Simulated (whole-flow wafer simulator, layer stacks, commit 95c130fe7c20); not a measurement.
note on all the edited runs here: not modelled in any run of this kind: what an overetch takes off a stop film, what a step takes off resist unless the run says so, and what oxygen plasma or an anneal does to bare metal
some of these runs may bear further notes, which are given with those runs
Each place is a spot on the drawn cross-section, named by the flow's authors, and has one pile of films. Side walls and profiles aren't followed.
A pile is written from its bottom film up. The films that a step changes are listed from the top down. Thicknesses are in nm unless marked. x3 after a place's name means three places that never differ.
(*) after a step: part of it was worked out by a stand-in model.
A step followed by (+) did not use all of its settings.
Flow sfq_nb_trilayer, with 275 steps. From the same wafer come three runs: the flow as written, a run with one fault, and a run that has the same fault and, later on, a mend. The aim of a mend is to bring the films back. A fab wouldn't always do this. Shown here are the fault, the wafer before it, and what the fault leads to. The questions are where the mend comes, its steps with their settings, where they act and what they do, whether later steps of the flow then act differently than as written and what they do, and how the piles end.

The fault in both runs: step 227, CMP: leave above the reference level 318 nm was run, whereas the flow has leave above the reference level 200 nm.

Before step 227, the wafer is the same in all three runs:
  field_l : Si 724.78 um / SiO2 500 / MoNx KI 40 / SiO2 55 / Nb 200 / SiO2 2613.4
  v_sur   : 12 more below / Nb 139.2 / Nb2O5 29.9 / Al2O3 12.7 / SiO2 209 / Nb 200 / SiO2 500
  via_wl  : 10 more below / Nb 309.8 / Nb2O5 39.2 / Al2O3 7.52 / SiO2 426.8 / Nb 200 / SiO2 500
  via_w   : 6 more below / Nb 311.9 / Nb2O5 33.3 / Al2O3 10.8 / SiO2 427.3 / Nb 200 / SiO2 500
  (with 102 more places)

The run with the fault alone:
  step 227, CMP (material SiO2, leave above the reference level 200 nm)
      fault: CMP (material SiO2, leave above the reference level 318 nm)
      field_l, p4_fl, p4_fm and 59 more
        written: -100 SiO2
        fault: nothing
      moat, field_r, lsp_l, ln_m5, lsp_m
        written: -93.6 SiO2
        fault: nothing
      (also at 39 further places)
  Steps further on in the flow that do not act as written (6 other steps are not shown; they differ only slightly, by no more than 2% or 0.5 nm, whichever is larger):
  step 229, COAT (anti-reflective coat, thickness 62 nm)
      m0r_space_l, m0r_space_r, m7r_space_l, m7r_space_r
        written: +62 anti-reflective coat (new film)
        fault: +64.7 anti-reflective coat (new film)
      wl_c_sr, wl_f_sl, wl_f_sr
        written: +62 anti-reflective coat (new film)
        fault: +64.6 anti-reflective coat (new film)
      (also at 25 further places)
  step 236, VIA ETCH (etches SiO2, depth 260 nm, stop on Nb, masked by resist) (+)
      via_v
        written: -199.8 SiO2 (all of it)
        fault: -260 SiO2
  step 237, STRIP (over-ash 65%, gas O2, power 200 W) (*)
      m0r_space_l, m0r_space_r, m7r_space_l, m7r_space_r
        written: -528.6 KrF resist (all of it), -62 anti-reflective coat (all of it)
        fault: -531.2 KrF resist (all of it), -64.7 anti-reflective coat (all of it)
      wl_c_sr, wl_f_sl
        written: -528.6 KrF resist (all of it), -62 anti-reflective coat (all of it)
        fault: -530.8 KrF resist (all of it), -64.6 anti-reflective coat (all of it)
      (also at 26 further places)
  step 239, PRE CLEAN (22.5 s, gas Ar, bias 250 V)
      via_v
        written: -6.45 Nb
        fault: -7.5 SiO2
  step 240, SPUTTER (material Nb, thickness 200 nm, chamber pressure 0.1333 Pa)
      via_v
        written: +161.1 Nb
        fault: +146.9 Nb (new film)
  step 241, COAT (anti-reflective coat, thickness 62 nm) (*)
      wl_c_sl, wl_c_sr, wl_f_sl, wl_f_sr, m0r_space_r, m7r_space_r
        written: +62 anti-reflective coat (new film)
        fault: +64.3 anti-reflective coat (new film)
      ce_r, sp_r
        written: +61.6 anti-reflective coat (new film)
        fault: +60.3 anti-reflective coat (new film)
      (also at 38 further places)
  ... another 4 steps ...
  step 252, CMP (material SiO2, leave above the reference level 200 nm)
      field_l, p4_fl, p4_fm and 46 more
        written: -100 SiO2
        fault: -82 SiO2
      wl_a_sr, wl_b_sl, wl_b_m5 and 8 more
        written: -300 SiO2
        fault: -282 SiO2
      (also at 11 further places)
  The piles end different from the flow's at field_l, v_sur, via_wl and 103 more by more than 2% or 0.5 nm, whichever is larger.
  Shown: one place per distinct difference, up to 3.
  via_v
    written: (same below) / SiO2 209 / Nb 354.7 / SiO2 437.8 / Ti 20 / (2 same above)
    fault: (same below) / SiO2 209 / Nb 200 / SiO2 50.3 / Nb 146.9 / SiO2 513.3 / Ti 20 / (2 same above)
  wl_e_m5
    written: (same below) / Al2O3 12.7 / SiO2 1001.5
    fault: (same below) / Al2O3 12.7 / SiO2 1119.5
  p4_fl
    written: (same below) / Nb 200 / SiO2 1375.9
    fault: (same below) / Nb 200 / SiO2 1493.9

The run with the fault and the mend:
  The mend follows step 228.
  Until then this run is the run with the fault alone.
  step 228a, CMP (material SiO2, leave above the reference level 200 nm) (the flow's step 227, run once more)
      field_l, p4_fl, p4_fm and 59 more
        -100 SiO2
      v_sur, via_wl, via_w and 33 more
        -118 SiO2
      moat, field_r, lsp_l, ln_m5, lsp_m
        -93.6 SiO2
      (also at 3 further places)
  Later steps of the flow that are run all act as written at every place that is followed.
  The piles end the same as the flow's at every place that both follow.
